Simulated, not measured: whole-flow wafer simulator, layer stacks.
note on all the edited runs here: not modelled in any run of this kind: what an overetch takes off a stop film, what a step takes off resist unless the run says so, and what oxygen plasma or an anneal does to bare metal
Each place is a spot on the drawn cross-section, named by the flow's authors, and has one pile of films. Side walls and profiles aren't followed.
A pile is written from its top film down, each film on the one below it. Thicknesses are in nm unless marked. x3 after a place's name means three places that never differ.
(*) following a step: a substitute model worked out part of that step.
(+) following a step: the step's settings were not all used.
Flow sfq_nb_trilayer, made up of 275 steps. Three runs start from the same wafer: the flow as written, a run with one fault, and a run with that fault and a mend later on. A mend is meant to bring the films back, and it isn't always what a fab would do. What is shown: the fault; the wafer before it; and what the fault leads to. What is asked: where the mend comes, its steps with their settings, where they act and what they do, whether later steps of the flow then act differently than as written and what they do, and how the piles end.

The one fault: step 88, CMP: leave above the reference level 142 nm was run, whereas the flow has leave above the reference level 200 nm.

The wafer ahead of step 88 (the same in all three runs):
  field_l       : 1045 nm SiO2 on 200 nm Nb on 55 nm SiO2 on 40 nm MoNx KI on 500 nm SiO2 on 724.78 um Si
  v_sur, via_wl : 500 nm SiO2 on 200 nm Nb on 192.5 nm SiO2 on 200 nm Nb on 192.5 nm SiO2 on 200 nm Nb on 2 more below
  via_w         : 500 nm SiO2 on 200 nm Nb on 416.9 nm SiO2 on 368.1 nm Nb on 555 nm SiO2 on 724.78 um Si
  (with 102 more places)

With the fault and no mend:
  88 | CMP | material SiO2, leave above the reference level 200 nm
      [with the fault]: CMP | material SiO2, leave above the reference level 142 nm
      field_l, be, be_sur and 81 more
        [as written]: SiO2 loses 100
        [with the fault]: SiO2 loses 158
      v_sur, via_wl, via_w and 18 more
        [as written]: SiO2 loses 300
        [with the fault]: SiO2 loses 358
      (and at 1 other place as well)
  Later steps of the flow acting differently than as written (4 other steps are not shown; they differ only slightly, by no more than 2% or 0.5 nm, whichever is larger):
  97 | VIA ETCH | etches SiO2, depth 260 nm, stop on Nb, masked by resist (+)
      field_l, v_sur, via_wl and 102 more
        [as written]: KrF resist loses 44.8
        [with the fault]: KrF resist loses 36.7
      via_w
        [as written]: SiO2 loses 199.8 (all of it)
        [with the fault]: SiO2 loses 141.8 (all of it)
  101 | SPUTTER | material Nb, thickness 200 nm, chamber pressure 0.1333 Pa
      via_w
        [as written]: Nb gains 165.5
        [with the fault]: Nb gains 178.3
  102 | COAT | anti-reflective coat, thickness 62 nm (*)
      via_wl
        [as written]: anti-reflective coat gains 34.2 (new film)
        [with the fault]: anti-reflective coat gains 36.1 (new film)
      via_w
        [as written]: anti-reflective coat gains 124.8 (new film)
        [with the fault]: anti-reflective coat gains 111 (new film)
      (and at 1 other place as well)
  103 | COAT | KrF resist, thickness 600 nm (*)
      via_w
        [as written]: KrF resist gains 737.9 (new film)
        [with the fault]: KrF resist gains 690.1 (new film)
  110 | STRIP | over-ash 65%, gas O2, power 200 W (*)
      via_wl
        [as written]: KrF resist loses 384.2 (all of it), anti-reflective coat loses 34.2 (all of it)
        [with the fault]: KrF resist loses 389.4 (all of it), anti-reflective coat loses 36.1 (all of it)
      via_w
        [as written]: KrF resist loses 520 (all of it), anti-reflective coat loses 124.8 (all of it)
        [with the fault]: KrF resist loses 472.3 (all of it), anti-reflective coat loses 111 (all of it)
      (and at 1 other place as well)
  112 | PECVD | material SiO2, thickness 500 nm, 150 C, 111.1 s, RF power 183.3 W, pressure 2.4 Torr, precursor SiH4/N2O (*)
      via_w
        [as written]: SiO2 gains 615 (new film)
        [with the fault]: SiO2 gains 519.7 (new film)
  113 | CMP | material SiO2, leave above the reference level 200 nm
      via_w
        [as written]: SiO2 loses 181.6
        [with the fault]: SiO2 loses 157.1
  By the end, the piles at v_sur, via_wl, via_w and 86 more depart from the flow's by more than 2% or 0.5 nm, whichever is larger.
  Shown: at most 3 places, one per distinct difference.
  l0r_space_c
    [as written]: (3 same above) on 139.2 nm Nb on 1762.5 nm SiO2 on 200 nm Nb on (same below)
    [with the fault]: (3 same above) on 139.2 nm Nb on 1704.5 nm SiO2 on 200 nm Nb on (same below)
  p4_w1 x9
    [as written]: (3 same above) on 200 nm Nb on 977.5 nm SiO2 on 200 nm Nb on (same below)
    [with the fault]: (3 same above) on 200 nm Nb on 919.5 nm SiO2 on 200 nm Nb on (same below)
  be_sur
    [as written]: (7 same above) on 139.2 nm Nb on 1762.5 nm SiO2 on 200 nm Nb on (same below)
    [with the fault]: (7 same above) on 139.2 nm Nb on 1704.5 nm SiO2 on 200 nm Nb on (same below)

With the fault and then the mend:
  After step 95 comes the mend.
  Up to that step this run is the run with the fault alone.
  95a | STRIP | over-ash 65%, gas O2, power 200 W (*)
      field_l, v_sur, via_wl and 102 more
        KrF resist loses 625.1 (all of it), anti-reflective coat loses 62 (all of it)
      via_w
        anti-reflective coat loses 62 (all of it)
  95b | PECVD | material SiO2, thickness 58 nm, 150 C, 12.89 s, RF power 183.3 W, pressure 2.4 Torr, precursor SiH4/N2O (a further turn of the flow's step 87, with different settings)
      field_l, v_sur, via_wl and 103 more
        SiO2 gains 58
  95c | COAT | anti-reflective coat, thickness 62 nm (a further turn of the flow's step 90)
      field_l, v_sur, via_wl and 103 more
        anti-reflective coat gains 62 (new film)
  95d | COAT | KrF resist, thickness 650 nm (a further turn of the flow's step 91)
      field_l, v_sur, via_wl and 103 more
        KrF resist gains 650 (new film)
  95e | SOFTBAKE | KrF resist (a further turn of the flow's step 92)
      does not change any film at any place that is followed
  95f | EXPOSE | photomask I2, dose 11.91 mJ/cm2, NA 0.6, wavelength 248 nm (*) (a further turn of the flow's step 93)
      does not change any film at any place that is followed
  95g | PEB | KrF resist, 90 s (a further turn of the flow's step 94)
      field_l, v_sur, via_wl and 103 more
        KrF resist loses 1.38
  95h | DEVELOP | KrF resist, thickness 650 nm, 60 s (a further turn of the flow's step 95)
      field_l, v_sur, via_wl and 102 more
        KrF resist loses 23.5
      via_w
        KrF resist loses 648.6 (all of it)
  None of the later steps of the flow differs from how it acts as written, at any place that is followed, by more than 2% or 0.5 nm, whichever is larger.
  By the end, the piles equal the flow's at every place that both follow.
